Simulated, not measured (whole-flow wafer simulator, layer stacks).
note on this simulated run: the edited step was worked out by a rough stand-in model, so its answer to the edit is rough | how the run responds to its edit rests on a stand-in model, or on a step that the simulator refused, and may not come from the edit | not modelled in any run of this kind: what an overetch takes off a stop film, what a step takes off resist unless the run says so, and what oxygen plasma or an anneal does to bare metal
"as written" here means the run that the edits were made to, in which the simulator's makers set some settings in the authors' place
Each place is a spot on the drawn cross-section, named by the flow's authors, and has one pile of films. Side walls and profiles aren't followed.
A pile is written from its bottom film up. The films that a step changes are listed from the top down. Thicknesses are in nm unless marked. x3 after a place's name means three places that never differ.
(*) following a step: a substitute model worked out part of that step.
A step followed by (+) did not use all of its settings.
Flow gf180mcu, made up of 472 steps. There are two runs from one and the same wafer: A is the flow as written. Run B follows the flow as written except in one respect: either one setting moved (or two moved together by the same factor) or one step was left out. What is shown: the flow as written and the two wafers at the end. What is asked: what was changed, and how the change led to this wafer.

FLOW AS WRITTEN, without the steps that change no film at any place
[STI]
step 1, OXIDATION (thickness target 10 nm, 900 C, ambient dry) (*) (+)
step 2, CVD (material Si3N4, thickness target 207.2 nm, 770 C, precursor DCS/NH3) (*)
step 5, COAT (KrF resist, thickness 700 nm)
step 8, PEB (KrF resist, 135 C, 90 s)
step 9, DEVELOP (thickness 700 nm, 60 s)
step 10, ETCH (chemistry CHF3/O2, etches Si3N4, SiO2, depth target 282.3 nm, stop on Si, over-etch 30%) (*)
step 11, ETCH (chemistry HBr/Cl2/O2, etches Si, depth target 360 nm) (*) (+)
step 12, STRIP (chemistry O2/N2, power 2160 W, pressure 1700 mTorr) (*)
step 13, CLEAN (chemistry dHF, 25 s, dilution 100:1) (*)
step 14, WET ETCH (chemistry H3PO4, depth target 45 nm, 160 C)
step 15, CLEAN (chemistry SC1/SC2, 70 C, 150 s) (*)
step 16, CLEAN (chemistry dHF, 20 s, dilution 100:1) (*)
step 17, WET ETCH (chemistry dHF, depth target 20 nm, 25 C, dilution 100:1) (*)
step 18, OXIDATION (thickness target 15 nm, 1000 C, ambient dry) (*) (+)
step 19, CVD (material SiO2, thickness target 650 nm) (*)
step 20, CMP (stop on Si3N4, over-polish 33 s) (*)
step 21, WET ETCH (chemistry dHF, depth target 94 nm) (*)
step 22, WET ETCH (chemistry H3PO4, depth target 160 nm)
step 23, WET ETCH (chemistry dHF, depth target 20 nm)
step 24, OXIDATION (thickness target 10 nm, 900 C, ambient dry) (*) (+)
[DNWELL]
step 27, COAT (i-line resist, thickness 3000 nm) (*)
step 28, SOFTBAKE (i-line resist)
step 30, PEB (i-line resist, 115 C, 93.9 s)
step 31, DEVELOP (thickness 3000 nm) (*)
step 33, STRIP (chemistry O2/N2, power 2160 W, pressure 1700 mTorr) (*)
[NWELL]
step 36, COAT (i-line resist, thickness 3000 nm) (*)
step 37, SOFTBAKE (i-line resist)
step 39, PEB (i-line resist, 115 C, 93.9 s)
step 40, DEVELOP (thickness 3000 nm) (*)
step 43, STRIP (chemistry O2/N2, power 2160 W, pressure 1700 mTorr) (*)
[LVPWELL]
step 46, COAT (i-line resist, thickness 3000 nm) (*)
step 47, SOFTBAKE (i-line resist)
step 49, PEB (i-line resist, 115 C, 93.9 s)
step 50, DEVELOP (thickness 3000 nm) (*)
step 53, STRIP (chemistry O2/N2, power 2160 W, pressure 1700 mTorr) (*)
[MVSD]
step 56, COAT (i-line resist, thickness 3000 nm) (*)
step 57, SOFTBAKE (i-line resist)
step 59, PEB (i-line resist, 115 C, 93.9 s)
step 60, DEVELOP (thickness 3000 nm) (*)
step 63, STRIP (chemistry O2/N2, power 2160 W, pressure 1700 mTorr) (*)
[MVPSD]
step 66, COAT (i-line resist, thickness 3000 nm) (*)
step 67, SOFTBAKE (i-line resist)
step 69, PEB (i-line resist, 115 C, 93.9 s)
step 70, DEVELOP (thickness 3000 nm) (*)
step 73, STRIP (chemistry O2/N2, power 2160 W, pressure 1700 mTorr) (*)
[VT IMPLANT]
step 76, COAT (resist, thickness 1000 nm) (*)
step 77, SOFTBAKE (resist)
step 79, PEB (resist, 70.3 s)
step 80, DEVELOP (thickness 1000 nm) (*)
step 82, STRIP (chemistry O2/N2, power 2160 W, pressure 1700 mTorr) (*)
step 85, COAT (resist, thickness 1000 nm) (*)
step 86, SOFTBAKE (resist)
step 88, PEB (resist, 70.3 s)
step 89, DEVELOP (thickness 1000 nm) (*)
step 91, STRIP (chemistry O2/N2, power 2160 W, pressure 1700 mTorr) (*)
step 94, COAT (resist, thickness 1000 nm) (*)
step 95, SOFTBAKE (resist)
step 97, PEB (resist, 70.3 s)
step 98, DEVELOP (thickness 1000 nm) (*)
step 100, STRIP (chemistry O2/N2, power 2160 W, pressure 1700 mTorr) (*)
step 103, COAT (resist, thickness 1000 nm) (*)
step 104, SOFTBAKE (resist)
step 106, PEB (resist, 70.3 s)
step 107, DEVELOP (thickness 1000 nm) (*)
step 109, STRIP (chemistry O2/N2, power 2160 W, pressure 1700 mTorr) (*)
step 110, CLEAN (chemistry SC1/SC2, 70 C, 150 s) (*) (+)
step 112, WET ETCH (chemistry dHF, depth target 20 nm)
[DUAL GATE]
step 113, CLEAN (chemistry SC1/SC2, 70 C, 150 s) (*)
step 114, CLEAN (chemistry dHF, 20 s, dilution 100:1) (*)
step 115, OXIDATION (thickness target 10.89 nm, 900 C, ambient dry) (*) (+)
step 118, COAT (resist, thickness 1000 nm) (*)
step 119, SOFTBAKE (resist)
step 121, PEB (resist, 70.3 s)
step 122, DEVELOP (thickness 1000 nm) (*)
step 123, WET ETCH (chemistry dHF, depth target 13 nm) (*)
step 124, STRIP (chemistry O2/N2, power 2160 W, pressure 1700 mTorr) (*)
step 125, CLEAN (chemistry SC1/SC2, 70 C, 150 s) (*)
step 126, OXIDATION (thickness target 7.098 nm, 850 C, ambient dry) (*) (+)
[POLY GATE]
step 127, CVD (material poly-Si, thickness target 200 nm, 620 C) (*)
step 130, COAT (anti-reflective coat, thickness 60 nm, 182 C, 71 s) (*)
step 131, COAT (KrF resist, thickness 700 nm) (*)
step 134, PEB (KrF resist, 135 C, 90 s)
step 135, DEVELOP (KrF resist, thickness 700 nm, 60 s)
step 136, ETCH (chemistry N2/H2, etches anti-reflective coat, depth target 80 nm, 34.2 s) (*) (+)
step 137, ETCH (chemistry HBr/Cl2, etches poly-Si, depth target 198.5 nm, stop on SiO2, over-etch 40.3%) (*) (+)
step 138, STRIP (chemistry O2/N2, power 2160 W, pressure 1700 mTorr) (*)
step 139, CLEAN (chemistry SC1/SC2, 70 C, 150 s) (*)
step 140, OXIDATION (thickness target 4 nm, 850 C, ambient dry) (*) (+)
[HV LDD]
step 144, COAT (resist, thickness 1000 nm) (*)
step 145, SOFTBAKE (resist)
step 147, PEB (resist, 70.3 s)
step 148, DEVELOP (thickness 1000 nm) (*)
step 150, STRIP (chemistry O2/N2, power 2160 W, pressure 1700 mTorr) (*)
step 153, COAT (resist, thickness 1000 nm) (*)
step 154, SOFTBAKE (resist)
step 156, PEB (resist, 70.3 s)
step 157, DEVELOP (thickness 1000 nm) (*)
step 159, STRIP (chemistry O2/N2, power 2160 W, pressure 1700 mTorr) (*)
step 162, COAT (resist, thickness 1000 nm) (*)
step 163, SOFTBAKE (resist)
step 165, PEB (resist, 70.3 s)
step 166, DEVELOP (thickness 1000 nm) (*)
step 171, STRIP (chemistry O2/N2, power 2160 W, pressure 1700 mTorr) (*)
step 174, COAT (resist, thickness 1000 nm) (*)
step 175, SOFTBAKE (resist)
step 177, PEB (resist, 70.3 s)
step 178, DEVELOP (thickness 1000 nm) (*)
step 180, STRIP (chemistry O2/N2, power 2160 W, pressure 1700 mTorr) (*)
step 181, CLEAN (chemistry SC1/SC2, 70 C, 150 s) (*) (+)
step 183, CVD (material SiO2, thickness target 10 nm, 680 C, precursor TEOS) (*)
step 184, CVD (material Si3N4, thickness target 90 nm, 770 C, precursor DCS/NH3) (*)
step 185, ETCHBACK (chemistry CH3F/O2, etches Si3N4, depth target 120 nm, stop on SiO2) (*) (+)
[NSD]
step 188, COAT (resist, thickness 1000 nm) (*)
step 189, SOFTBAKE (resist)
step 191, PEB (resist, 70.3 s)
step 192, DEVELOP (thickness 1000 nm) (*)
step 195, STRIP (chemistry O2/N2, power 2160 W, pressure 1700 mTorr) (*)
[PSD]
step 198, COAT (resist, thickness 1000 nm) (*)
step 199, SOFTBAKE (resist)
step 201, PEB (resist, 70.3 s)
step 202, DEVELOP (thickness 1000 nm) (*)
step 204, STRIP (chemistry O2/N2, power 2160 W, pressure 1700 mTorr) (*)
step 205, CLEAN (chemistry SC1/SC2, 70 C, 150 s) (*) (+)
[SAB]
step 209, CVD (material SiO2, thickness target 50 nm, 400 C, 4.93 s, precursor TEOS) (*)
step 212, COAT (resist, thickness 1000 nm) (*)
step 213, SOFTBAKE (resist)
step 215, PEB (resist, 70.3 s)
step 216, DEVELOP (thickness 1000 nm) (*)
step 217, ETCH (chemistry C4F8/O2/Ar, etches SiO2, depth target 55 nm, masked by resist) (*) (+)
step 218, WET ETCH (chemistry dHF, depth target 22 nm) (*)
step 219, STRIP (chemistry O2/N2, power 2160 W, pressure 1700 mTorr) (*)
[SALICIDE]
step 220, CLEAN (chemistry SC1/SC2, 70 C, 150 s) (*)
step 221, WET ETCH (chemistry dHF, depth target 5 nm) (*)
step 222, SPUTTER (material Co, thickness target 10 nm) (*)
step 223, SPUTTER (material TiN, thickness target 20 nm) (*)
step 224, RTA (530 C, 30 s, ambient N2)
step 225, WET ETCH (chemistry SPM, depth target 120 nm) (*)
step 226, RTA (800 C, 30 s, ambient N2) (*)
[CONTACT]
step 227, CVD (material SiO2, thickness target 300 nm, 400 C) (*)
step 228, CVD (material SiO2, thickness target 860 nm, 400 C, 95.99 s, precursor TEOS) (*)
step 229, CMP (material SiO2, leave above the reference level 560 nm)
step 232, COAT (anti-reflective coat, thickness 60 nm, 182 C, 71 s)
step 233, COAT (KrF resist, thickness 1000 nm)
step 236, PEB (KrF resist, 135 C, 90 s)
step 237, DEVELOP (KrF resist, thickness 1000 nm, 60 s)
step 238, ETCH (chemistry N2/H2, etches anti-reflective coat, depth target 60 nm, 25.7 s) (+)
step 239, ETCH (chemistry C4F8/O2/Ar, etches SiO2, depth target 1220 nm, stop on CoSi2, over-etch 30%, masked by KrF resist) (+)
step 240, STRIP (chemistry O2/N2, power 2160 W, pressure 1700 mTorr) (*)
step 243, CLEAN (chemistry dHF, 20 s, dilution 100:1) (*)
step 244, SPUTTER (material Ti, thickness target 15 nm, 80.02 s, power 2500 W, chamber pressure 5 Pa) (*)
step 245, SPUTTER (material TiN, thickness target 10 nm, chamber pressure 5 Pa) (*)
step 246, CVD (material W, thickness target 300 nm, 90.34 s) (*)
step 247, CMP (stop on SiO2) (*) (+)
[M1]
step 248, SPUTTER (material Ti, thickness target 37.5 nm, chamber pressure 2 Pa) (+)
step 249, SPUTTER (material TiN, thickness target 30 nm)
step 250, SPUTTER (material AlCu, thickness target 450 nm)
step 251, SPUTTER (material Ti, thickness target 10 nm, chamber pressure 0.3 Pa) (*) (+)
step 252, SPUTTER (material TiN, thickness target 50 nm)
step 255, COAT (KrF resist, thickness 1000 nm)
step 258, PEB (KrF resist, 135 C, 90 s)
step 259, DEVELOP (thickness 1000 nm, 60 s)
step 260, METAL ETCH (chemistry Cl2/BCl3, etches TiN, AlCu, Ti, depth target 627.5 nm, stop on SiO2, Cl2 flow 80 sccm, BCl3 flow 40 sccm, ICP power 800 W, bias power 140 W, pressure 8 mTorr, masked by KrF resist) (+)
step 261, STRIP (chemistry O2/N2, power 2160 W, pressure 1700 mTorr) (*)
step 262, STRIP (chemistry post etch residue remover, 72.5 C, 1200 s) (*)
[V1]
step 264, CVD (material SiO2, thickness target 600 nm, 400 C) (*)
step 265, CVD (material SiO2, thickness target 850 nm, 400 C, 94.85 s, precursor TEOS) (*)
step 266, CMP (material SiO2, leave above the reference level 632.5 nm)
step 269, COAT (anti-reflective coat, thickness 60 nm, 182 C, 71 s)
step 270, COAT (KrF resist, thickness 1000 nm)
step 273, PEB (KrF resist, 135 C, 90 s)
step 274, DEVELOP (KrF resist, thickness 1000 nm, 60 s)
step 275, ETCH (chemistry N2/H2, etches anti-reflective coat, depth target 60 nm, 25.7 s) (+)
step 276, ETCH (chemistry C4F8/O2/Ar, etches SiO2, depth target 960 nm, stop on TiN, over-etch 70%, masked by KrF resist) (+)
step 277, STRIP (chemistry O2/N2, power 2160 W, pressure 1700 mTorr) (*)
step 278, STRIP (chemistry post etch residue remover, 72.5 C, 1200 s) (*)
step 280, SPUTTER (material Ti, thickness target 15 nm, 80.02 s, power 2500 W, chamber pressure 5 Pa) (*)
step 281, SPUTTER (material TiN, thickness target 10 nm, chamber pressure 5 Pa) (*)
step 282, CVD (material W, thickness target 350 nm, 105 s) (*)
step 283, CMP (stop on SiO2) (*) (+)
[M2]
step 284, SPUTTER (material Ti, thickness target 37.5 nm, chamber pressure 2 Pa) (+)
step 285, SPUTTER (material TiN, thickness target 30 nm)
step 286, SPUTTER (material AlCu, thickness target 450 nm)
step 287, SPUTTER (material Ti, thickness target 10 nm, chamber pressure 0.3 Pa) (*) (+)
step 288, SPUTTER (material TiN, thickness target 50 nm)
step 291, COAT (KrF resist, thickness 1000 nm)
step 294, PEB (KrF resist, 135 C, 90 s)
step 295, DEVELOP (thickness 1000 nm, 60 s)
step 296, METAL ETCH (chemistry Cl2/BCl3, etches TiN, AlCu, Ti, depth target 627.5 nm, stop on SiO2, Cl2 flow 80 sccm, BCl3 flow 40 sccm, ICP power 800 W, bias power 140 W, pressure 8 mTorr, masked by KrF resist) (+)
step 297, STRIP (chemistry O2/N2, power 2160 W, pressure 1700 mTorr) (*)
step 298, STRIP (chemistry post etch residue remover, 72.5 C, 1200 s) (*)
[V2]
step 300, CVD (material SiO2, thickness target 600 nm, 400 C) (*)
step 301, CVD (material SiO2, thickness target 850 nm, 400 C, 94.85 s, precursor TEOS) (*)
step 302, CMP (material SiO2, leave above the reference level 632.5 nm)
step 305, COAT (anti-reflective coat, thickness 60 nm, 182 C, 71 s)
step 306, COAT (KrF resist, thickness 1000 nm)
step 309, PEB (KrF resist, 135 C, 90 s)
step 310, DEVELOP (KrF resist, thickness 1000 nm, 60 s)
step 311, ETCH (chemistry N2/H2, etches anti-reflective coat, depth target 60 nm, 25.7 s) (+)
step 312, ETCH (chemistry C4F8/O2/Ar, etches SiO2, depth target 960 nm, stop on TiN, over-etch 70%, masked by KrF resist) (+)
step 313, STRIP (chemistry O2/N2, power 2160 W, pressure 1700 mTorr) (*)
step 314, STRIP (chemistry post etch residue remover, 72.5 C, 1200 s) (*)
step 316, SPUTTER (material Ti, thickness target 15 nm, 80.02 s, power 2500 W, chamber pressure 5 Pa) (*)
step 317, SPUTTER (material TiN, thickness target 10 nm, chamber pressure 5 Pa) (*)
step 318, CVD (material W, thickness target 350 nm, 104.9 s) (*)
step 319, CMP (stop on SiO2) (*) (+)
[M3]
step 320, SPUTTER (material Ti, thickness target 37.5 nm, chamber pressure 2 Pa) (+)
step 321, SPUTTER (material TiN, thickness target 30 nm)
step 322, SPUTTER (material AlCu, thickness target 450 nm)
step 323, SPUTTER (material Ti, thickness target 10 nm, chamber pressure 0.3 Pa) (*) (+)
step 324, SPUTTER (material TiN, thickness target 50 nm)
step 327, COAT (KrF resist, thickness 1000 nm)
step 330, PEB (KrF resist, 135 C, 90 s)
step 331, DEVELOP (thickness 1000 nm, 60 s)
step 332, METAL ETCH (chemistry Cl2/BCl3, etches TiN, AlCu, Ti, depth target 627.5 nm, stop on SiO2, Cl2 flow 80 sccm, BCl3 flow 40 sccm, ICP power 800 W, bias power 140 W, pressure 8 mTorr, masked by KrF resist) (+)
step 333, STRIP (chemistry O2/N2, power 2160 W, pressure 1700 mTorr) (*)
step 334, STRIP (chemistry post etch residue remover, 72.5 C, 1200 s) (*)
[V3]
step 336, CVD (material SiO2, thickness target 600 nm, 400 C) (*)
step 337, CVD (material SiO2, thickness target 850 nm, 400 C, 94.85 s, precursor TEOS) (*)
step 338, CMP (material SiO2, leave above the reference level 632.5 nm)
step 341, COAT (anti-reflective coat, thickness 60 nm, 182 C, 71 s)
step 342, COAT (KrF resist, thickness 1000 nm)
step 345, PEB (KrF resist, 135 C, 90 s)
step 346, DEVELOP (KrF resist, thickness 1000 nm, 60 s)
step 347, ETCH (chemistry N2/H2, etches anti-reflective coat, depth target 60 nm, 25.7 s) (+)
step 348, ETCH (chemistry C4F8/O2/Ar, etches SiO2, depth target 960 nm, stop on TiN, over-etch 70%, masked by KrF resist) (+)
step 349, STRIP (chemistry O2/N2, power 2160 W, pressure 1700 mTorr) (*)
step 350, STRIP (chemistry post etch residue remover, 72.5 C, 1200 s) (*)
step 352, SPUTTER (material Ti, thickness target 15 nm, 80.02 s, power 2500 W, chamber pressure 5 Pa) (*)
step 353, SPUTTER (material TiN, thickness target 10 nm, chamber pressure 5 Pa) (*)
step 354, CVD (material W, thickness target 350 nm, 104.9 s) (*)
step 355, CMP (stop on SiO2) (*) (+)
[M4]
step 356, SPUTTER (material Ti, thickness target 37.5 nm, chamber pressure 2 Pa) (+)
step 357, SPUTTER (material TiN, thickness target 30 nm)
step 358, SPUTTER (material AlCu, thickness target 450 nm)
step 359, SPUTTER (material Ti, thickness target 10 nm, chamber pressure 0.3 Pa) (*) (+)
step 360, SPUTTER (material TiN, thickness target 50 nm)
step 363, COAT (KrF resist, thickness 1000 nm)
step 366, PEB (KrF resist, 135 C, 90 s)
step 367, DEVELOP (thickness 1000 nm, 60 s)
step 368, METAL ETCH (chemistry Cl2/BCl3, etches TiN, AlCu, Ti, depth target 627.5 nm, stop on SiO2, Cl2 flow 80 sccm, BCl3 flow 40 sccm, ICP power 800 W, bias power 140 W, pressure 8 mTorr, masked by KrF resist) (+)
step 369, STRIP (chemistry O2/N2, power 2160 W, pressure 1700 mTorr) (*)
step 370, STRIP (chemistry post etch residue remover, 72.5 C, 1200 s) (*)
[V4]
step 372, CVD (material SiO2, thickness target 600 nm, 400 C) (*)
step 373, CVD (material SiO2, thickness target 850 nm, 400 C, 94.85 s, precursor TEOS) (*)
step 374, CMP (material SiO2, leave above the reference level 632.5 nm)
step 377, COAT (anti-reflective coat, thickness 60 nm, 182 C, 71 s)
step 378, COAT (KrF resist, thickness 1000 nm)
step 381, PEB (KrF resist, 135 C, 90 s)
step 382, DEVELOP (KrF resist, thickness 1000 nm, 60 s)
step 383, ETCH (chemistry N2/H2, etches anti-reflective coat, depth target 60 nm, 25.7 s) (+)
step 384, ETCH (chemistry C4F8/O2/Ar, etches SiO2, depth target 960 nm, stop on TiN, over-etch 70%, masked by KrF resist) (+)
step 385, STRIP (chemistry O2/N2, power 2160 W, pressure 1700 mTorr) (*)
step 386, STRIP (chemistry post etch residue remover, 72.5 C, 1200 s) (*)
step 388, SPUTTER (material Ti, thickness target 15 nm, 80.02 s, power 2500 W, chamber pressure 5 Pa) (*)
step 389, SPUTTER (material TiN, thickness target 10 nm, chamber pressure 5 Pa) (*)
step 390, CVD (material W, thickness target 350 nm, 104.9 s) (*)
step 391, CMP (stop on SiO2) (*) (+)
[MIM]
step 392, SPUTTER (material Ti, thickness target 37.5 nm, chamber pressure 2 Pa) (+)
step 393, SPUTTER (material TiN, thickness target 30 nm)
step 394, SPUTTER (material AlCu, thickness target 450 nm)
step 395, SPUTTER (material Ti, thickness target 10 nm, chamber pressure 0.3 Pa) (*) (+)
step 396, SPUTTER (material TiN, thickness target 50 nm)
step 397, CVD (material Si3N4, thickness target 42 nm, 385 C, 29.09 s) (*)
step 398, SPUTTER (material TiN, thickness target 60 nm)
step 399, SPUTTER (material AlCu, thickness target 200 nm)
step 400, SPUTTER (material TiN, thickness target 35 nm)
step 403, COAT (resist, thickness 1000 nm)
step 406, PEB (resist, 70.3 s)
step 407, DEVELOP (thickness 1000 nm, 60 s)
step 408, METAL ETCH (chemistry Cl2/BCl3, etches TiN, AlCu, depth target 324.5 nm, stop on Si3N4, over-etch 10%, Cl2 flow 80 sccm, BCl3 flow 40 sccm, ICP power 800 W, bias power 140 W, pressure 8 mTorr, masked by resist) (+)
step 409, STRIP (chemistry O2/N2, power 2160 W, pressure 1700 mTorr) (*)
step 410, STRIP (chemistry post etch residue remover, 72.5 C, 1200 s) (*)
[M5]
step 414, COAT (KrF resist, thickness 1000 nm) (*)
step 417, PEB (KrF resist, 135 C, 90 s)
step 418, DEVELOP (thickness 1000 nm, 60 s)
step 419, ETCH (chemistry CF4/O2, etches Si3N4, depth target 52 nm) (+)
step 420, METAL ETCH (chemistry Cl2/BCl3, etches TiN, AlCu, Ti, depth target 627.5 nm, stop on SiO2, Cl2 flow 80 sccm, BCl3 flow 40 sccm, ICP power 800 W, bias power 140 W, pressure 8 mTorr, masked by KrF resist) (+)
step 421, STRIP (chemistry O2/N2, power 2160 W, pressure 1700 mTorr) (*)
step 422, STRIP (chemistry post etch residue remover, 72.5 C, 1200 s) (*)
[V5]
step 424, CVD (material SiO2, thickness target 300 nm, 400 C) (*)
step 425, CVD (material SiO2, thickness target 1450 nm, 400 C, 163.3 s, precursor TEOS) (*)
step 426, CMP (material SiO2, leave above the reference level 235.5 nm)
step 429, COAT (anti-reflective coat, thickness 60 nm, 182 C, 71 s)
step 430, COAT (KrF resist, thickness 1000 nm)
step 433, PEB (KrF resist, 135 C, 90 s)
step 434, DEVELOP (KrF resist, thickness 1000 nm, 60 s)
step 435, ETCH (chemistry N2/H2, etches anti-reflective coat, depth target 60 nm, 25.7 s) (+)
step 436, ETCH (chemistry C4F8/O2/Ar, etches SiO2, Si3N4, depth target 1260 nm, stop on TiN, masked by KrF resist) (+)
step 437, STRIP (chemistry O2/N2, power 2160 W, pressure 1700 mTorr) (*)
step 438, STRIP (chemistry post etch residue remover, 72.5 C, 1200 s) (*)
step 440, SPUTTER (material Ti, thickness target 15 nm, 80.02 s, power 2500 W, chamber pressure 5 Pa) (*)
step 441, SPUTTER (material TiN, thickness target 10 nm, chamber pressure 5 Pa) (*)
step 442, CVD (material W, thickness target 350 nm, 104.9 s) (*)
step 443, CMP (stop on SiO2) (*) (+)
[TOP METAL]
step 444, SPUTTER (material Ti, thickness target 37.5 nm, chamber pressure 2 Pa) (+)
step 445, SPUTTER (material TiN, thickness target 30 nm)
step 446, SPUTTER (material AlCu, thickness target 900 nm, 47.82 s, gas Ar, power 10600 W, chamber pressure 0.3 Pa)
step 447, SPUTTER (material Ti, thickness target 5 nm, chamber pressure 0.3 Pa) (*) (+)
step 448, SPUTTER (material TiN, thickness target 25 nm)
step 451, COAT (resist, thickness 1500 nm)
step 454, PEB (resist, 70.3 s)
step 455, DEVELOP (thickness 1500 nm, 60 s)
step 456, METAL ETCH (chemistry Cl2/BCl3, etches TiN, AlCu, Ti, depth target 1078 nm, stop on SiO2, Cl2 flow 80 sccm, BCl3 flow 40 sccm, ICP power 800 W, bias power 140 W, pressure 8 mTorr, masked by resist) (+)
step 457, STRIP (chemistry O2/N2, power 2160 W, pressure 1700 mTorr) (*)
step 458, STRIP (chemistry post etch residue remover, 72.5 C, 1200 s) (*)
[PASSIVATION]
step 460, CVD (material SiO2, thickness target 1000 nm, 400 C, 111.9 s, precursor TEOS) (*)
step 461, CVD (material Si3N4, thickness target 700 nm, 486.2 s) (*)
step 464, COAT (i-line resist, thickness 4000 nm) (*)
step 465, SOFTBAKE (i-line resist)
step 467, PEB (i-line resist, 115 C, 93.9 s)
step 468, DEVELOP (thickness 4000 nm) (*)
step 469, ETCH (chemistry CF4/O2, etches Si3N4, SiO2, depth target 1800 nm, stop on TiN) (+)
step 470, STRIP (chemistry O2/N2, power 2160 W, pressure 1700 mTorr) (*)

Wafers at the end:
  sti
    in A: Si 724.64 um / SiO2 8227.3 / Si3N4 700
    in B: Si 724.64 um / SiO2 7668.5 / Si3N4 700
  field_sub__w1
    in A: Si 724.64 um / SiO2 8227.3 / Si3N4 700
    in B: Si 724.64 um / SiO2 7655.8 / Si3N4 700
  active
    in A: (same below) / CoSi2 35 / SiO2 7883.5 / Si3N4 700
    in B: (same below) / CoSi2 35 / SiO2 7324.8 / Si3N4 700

Cause: step 425, CVD: thickness target 580 nm was run, whereas the flow has thickness target 1450 nm; step 425, CVD: 65.31 s was run, where the flow has 163.3 s.

How this came from the change, step by step:
  step 425, CVD (material SiO2, thickness target 1450 nm, 400 C, 163.3 s, precursor TEOS) (*)
      field, field__w1, field__w4 and 100 more: A +1450 SiO2 | B +591 SiO2
      field__w2, field__w3, field__w12 and 6 more: A +1421.8 SiO2 | B +580.1 SiO2
  step 426, CMP (material SiO2, leave above the reference level 235.5 nm)
      field, field__w1, field__w5 and 92 more: A -300.8 SiO2 | B nothing
      field__w2, field__w3, field__w12 and 6 more: A -272.7 SiO2 | B nothing
      (as well as at 8 more places)
  step 429, COAT (anti-reflective coat, thickness 60 nm, 182 C, 71 s)
      field_sub, field_sub__w2, field_sub__w3, field_sub__w4, ld_acc_n, ld_sd_p, ld_body_p_dnw: A +60 anti-reflective coat (new film) | B +62 anti-reflective coat (new film)
      p_well, sti, spacer, sd_n, pad, dice_street: A +60 anti-reflective coat (new film) | B +63 anti-reflective coat (new film)
      (as well as at 56 more places)
  step 430, COAT (KrF resist, thickness 1000 nm)
      field: A +1000 KrF resist (new film) | B +944.8 KrF resist (new film)
      field__w3: A +1000 KrF resist (new film) | B +1022 KrF resist (new film)
      (as well as at 28 more places)
  step 433, PEB (KrF resist, 135 C, 90 s)
      field__w7, npoly_sal: A -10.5 KrF resist | B -12.3 KrF resist
      contact, m1: A -10.5 KrF resist | B -5.18 KrF resist
      (as well as at 17 more places)
  step 434, DEVELOP (KrF resist, thickness 1000 nm, 60 s)
      contact: A -989.5 KrF resist (all of it) | B -634.6 KrF resist (all of it)
  step 435, ETCH (chemistry N2/H2, etches anti-reflective coat, depth target 60 nm, 25.7 s) (+)
      contact: A -60 anti-reflective coat (all of it), -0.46 SiO2 | B -6.99 anti-reflective coat (all of it), -1.82 SiO2
  step 437, STRIP (chemistry O2/N2, power 2160 W, pressure 1700 mTorr) (*)
      p_well, sti, spacer, sd_n, pad, dice_street: A -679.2 KrF resist (all of it), -60 anti-reflective coat (all of it) | B -679.1 KrF resist (all of it), -63 anti-reflective coat (all of it)
      ld_acc_p, ld_fp_p, ld_drift_p, ld_drn_p: A -679.2 KrF resist (all of it), -60 anti-reflective coat (all of it) | B -683.7 KrF resist (all of it), -61.9 anti-reflective coat (all of it)
      (as well as at 63 more places)
  step 440, SPUTTER (material Ti, thickness target 15 nm, 80.02 s, power 2500 W, chamber pressure 5 Pa) (*)
      contact: A +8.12 Ti (new film) | B +11.3 Ti (new film)
  step 441, SPUTTER (material TiN, thickness target 10 nm, chamber pressure 5 Pa) (*)
      contact: A +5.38 TiN (new film) | B +7.52 TiN (new film)
  step 442, CVD (material W, thickness target 350 nm, 104.9 s) (*)
      contact: A +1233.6 W (new film) | B +670.1 W (new film)
  step 443, CMP (stop on SiO2) (*) (+)
      field__w3, field__w12, npoly_sal, ppoly_sal, nw_sep_fld, gate_hv5, gate_p_hv5, sti_nw: A -350 W (all of it), -10 TiN (all of it), -15 Ti (all of it), -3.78 SiO2 | B -350 W (all of it), -9.83 TiN (all of it), -8.21 Ti
      field__w2: A -350 W (all of it), -10 TiN (all of it), -15 Ti (all of it), -3.78 SiO2 | B -350 W (all of it), -9.66 TiN (all of it), -7.97 Ti
      (as well as at 102 more places)
  step 444, SPUTTER (material Ti, thickness target 37.5 nm, chamber pressure 2 Pa) (+)
      field__w2, field__w3, field__w12 and 6 more: A +37.5 Ti (new film) | B +36.7 Ti
  step 445, SPUTTER (material TiN, thickness target 30 nm)
      field__w5, field__w6, field__w9 and 37 more: A +30 TiN (new film) | B +29.4 TiN (new film)
      field__w2, field__w3, field__w12 and 6 more: A +30 TiN (new film) | B +28.6 TiN (new film)
  step 446, SPUTTER (material AlCu, thickness target 900 nm, 47.82 s, gas Ar, power 10600 W, chamber pressure 0.3 Pa)
      field__w2, field__w3, field__w12 and 6 more: A +900 AlCu (new film) | B +868.7 AlCu (new film)
  step 447, SPUTTER (material Ti, thickness target 5 nm, chamber pressure 0.3 Pa) (*) (+)
      field__w2: A +5 Ti (new film) | B +4.11 Ti (new film)
  ... 10 other steps ...
  step 470, STRIP (chemistry O2/N2, power 2160 W, pressure 1700 mTorr) (*)
      field__w8, m1__w1: A -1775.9 i-line resist (all of it) | B -1261.2 i-line resist (all of it)
      m1: A -1798.9 i-line resist (all of it) | B -1281.1 i-line resist (all of it)
      (as well as at 3 more places)
